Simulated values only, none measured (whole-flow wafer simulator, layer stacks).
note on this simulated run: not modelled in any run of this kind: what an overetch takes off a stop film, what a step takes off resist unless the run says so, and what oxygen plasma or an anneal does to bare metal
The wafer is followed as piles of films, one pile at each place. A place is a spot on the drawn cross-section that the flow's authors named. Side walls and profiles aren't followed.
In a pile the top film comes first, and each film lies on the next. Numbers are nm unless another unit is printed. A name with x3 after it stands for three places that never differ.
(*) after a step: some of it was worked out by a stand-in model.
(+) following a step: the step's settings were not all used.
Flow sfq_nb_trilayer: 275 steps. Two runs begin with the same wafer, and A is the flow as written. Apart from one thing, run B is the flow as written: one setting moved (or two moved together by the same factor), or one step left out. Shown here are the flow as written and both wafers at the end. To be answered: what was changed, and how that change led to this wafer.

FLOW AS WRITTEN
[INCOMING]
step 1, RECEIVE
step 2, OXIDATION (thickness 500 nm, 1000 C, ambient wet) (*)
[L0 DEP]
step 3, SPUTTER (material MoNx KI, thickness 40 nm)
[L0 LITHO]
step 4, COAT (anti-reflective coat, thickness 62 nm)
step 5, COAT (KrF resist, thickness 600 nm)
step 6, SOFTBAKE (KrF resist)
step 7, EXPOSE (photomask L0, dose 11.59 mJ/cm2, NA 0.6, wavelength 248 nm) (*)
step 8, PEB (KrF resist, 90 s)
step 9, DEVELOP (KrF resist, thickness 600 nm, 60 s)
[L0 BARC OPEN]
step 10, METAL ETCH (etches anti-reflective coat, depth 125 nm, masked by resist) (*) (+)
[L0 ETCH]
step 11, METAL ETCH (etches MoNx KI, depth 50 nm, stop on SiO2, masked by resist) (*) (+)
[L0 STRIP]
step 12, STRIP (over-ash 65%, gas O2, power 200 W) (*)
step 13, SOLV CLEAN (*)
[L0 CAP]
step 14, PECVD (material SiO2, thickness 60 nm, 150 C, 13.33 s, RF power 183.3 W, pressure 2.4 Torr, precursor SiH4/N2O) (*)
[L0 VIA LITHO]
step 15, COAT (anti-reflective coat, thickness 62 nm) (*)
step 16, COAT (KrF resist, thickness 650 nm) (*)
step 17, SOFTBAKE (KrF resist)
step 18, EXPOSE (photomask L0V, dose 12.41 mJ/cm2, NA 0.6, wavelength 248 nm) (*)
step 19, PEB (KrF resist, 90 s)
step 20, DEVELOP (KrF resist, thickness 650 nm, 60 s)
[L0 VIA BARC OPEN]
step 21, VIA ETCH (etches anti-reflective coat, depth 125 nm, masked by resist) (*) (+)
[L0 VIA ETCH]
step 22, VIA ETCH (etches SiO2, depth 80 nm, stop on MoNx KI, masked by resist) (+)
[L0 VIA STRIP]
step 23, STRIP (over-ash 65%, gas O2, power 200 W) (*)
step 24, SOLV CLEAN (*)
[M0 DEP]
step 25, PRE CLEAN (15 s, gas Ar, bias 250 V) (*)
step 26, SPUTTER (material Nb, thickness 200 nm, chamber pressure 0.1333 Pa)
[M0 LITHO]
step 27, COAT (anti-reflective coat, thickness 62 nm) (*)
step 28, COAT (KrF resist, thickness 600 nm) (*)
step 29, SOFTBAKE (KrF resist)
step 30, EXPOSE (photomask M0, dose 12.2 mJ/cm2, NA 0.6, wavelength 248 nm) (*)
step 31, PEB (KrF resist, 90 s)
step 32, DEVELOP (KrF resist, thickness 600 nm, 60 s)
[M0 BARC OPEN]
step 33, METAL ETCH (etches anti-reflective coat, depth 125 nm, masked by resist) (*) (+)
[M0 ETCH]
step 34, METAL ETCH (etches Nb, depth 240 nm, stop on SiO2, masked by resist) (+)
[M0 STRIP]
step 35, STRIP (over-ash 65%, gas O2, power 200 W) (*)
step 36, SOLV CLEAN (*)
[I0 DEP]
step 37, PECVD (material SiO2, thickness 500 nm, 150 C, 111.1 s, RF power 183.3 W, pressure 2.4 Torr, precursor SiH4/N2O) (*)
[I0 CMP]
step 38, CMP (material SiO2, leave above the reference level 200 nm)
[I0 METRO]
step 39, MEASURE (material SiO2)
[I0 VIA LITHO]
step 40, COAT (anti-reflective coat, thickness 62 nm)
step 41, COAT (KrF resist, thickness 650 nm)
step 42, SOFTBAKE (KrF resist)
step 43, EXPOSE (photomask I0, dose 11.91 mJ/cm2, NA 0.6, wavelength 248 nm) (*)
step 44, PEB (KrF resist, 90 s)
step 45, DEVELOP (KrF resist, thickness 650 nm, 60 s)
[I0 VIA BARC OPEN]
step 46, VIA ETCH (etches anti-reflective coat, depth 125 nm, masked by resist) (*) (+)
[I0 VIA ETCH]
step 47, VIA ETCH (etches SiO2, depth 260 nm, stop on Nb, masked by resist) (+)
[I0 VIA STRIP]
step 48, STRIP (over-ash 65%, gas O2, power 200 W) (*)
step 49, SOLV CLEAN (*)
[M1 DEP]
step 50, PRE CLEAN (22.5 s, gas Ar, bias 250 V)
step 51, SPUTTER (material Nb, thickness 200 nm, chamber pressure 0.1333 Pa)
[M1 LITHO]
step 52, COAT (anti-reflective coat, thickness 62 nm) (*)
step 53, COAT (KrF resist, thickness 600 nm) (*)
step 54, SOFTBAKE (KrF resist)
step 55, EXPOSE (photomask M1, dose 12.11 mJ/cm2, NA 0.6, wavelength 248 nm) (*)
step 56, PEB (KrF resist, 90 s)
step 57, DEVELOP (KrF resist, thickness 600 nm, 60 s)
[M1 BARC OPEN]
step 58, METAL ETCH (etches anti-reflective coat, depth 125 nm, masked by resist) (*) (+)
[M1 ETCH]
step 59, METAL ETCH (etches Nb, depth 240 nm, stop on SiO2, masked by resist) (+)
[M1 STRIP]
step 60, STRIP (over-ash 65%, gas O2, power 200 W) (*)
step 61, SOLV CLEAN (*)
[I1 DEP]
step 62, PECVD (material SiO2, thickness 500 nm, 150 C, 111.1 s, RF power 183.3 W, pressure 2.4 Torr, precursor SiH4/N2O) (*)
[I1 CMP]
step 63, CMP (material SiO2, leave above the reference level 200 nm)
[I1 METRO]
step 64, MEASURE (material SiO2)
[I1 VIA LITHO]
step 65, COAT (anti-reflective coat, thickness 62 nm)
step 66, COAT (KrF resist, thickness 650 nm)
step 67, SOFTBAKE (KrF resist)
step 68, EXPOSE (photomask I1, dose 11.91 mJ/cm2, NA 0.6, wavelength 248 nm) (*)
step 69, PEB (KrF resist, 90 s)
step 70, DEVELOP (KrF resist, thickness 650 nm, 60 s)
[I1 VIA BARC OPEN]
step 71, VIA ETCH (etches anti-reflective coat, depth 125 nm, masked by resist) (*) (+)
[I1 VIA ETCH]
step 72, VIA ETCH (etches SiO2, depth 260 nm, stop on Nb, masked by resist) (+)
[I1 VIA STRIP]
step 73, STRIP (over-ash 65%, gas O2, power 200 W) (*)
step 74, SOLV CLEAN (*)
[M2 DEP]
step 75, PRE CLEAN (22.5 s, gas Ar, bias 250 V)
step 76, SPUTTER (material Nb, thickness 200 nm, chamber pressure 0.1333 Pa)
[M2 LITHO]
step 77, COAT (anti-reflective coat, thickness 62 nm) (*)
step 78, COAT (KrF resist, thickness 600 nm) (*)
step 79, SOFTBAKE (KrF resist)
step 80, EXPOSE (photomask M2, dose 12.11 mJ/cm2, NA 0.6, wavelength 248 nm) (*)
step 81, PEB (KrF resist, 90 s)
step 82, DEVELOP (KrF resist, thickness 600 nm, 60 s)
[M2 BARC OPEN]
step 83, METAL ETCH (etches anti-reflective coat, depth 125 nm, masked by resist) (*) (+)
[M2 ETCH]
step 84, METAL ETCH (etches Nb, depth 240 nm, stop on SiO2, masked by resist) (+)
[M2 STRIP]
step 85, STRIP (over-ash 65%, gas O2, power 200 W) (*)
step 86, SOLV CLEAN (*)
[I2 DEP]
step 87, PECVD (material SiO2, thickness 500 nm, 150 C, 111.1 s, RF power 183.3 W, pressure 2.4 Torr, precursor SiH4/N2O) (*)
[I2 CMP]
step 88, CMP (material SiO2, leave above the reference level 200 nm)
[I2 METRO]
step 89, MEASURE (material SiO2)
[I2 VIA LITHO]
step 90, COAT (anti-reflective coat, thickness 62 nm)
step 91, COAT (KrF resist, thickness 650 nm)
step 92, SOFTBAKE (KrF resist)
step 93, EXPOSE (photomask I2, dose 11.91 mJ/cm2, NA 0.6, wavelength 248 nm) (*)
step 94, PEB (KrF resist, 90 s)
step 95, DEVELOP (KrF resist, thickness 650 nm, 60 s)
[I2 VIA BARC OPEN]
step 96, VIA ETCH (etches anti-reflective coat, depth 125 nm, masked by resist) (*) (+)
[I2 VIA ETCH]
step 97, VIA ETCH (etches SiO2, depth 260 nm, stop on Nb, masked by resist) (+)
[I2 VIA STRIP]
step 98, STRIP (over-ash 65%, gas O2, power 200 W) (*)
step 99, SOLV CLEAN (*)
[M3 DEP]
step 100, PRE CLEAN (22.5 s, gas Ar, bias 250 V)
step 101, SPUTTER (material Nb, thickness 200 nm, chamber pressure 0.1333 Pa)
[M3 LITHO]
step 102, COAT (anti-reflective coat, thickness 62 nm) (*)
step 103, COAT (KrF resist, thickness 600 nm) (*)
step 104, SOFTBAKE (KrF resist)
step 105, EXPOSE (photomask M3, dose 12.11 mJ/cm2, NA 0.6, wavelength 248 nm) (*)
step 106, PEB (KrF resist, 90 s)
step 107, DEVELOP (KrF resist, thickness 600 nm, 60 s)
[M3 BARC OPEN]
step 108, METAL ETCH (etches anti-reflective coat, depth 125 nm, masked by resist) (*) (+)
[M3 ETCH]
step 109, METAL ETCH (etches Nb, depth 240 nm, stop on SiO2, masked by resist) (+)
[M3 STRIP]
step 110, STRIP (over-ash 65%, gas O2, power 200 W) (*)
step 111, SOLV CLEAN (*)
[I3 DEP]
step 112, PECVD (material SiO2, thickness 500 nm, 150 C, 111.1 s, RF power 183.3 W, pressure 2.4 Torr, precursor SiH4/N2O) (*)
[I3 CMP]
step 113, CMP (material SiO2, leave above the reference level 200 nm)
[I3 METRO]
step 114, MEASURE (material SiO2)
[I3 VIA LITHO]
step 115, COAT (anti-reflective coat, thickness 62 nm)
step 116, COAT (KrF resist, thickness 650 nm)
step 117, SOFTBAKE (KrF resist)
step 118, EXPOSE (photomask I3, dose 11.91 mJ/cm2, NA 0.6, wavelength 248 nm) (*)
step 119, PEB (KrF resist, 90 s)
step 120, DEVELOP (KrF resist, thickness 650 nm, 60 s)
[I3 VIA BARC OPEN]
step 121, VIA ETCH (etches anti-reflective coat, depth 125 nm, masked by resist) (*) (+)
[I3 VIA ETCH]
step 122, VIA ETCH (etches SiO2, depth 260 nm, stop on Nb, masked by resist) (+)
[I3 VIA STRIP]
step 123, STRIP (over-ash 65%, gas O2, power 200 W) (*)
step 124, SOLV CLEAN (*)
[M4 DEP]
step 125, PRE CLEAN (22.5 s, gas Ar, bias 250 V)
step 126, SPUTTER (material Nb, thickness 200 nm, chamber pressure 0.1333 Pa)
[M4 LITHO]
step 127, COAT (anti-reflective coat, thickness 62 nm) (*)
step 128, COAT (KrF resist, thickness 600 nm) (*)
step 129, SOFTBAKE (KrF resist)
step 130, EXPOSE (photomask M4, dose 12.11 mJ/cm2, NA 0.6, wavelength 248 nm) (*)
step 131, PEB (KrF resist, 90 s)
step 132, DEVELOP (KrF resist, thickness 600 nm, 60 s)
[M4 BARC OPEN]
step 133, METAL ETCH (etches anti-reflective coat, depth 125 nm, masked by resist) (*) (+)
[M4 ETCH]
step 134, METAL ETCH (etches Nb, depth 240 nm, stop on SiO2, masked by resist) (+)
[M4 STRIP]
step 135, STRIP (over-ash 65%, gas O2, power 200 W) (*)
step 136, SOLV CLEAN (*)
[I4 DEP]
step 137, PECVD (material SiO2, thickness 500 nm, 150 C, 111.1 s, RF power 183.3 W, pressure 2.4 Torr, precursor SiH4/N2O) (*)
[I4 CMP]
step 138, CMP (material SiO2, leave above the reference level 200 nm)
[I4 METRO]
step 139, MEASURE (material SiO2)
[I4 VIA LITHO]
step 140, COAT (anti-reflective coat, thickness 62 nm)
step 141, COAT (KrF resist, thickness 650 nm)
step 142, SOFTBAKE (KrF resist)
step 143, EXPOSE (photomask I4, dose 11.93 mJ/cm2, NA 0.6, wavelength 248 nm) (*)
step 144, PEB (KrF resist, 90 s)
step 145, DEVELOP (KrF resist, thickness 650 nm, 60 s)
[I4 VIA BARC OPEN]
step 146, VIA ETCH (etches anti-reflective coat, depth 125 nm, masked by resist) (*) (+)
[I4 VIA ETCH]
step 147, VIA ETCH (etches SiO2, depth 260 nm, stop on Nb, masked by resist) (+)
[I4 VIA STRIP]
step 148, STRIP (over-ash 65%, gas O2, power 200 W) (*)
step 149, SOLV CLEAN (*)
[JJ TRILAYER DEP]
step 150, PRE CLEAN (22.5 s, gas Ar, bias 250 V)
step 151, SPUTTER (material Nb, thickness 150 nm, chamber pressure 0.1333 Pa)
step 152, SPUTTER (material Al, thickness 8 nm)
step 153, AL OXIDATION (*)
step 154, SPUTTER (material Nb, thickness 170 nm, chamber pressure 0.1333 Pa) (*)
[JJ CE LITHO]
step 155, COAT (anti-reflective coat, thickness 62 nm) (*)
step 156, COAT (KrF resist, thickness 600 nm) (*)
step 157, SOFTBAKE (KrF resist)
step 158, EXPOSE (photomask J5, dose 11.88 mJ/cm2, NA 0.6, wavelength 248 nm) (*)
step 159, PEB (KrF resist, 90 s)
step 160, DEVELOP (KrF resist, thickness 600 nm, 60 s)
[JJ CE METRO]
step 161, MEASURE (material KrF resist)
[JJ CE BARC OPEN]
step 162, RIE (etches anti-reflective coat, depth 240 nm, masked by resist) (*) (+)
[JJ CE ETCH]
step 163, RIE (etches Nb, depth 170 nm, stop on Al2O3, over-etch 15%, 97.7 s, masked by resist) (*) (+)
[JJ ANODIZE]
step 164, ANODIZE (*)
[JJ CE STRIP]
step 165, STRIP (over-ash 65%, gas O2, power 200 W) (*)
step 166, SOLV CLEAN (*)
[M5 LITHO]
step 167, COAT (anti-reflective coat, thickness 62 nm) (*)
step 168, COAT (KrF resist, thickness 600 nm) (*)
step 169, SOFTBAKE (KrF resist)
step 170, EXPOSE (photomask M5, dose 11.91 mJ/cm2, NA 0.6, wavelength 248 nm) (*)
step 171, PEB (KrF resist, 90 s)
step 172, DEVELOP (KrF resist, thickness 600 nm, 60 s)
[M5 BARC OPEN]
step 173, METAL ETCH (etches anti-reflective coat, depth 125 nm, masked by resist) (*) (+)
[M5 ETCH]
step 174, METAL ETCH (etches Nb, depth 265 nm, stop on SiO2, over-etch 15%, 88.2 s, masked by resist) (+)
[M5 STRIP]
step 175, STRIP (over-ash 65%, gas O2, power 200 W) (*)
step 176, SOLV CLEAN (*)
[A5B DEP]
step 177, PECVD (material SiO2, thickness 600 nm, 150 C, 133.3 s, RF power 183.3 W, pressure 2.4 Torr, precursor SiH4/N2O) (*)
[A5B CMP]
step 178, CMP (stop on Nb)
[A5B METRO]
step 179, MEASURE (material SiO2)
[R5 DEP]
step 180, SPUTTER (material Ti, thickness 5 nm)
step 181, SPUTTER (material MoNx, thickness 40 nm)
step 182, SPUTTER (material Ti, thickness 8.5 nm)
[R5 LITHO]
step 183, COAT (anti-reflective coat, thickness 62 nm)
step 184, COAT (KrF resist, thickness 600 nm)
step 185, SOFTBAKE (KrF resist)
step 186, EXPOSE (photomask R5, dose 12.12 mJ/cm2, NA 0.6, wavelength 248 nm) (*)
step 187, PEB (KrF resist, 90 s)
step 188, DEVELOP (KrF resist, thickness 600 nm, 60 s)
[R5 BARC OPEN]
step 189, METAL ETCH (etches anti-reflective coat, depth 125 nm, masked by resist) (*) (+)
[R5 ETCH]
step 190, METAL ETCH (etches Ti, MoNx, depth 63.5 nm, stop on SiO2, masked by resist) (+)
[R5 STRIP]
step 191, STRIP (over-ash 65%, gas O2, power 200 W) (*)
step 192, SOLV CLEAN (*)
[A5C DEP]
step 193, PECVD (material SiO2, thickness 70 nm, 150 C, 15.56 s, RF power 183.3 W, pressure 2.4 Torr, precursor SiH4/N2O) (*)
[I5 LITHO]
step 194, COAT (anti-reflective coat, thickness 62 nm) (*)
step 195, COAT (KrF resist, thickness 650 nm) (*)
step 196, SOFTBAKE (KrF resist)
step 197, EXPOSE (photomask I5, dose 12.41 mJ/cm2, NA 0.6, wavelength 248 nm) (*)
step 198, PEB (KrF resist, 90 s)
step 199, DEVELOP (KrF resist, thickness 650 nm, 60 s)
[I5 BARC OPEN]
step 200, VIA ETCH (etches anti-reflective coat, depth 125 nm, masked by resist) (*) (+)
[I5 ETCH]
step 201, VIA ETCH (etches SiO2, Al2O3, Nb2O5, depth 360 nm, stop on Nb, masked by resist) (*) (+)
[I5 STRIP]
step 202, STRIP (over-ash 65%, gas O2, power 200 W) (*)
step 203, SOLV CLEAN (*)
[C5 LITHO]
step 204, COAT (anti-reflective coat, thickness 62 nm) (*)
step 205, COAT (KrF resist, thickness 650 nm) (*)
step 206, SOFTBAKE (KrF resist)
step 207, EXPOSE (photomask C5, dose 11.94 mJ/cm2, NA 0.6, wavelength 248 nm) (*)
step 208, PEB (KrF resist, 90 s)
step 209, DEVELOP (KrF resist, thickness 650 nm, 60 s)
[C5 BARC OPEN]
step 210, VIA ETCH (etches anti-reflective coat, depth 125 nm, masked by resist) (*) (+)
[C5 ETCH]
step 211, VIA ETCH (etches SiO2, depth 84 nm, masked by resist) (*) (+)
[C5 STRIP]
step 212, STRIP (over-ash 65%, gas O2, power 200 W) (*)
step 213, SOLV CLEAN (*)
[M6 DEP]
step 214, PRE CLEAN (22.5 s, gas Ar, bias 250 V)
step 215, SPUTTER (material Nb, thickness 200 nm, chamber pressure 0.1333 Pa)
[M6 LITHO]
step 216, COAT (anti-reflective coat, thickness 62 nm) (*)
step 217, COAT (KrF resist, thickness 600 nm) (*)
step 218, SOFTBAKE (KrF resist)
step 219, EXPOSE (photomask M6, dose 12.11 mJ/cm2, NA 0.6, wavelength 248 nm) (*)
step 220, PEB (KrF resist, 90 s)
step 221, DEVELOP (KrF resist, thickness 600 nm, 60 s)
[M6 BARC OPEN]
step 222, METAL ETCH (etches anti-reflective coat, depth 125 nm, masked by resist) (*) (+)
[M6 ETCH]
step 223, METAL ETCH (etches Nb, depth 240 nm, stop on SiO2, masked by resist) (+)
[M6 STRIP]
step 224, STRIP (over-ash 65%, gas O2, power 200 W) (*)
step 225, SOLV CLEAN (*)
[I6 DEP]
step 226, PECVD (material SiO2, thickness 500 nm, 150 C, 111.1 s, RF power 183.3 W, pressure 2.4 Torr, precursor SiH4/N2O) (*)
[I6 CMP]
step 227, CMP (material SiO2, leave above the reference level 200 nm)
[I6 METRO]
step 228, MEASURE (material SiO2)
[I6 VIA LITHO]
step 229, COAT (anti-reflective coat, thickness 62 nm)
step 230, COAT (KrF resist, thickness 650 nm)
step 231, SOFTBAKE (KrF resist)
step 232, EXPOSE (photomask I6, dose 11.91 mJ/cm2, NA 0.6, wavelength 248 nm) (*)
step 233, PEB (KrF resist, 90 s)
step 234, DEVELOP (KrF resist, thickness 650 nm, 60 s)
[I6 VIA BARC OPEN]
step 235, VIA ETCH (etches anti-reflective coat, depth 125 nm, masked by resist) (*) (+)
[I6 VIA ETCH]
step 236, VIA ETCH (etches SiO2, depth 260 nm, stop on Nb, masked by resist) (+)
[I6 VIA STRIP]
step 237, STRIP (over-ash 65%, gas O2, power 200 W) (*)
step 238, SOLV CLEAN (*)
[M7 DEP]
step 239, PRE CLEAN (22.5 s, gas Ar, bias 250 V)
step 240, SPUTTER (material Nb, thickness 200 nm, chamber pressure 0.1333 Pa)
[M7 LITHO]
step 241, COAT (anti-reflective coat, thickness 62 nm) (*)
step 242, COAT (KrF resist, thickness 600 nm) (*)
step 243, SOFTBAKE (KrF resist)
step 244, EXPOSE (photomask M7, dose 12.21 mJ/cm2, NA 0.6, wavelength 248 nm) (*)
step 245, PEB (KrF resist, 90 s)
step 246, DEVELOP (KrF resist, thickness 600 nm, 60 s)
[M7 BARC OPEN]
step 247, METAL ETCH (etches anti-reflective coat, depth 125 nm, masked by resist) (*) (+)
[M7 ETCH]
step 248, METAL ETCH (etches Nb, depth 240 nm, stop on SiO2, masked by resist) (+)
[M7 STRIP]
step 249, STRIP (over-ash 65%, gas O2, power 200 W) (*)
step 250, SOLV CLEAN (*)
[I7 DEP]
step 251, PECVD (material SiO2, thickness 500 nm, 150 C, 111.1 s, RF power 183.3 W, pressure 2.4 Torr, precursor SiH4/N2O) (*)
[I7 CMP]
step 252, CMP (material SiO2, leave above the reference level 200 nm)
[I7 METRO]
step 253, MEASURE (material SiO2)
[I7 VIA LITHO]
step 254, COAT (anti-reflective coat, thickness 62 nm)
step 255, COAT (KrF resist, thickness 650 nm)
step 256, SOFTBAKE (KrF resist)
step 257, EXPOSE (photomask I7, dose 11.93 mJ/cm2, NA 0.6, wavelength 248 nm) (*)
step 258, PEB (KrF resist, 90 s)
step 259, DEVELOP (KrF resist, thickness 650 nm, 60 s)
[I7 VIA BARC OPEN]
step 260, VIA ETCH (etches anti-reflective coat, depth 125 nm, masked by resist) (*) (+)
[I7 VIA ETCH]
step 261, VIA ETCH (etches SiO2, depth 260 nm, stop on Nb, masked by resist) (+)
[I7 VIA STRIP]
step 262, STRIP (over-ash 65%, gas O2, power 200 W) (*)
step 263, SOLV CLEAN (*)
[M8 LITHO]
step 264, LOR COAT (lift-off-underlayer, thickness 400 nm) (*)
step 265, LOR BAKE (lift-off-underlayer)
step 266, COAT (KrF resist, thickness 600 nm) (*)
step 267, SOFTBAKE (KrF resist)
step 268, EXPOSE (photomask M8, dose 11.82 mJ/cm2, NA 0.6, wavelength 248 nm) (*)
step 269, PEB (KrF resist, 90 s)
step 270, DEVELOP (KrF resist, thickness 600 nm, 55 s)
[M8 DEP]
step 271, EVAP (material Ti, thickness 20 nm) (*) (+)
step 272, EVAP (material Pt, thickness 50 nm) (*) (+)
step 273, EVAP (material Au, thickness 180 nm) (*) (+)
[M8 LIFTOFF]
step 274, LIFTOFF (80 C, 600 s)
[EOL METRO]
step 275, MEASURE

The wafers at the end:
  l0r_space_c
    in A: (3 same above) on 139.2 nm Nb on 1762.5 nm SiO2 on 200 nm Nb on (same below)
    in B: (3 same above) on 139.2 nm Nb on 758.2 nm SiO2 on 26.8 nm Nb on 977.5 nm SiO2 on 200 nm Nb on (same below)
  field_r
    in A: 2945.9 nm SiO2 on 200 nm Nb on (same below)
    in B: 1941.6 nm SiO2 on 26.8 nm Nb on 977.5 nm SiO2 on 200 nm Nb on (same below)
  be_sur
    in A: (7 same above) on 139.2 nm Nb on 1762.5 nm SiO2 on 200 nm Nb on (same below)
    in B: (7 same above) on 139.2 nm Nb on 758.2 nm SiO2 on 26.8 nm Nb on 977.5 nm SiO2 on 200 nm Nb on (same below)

The reason: step 109, METAL ETCH: depth 173.2 nm was run, while the flow as written has depth 240 nm.

Step by step, how the change led to this:
  step 109, METAL ETCH (etches Nb, depth 240 nm, stop on SiO2, masked by resist) (+)
      field_l, be, be_sur and 72 more: A -200 Nb (all of it) | B -173.2 Nb
      v_sur, via_wl, via_w and 28 more: A -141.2 KrF resist | B -101.9 KrF resist
  step 110, STRIP (over-ash 65%, gas O2, power 200 W) (*)
      p4_w1 x9, wl_j_sl, wl_jj and 13 more: A -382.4 KrF resist (all of it), -62 anti-reflective coat (all of it) | B -421.7 KrF resist (all of it), -62 anti-reflective coat (all of it)
      via_wl, via_wr: A -384.2 KrF resist (all of it), -34.2 anti-reflective coat (all of it) | B -423.5 KrF resist (all of it), -34.2 anti-reflective coat (all of it)
      (as well as at 5 more places)
  step 112, PECVD (material SiO2, thickness 500 nm, 150 C, 111.1 s, RF power 183.3 W, pressure 2.4 Torr, precursor SiH4/N2O) (*)
      field_l, be, be_sur and 64 more: A +500 SiO2 | B +500 SiO2 (new film)
      p4_g1 x2, p3_s0 x6: A +557.1 SiO2 | B +530.3 SiO2 (new film)
  step 113, CMP (material SiO2, leave above the reference level 200 nm)
      field_l, be, be_sur and 64 more: A -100 SiO2 | B -126.8 SiO2
With metal films that touch counted as one body, l0r_space_c has 3 bodies (between them, from the top down: SiO2 758.2; SiO2 977.5); the flow as written gives 2 bodies (between them, from the top down: SiO2 1762.5).
With metal films that touch counted as one body, field_r has 2 bodies (between them, from the top down: SiO2 977.5); the flow as written gives 1 body.
With metal films that touch counted as one body, be_sur has 5 bodies (between them, from the top down: SiO2 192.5; SiO2 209 / Al2O3 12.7 / Nb2O5 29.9; SiO2 758.2; SiO2 977.5); the flow as written gives 4 bodies (between them, from the top down: SiO2 192.5; SiO2 209 / Al2O3 12.7 / Nb2O5 29.9; SiO2 1762.5).
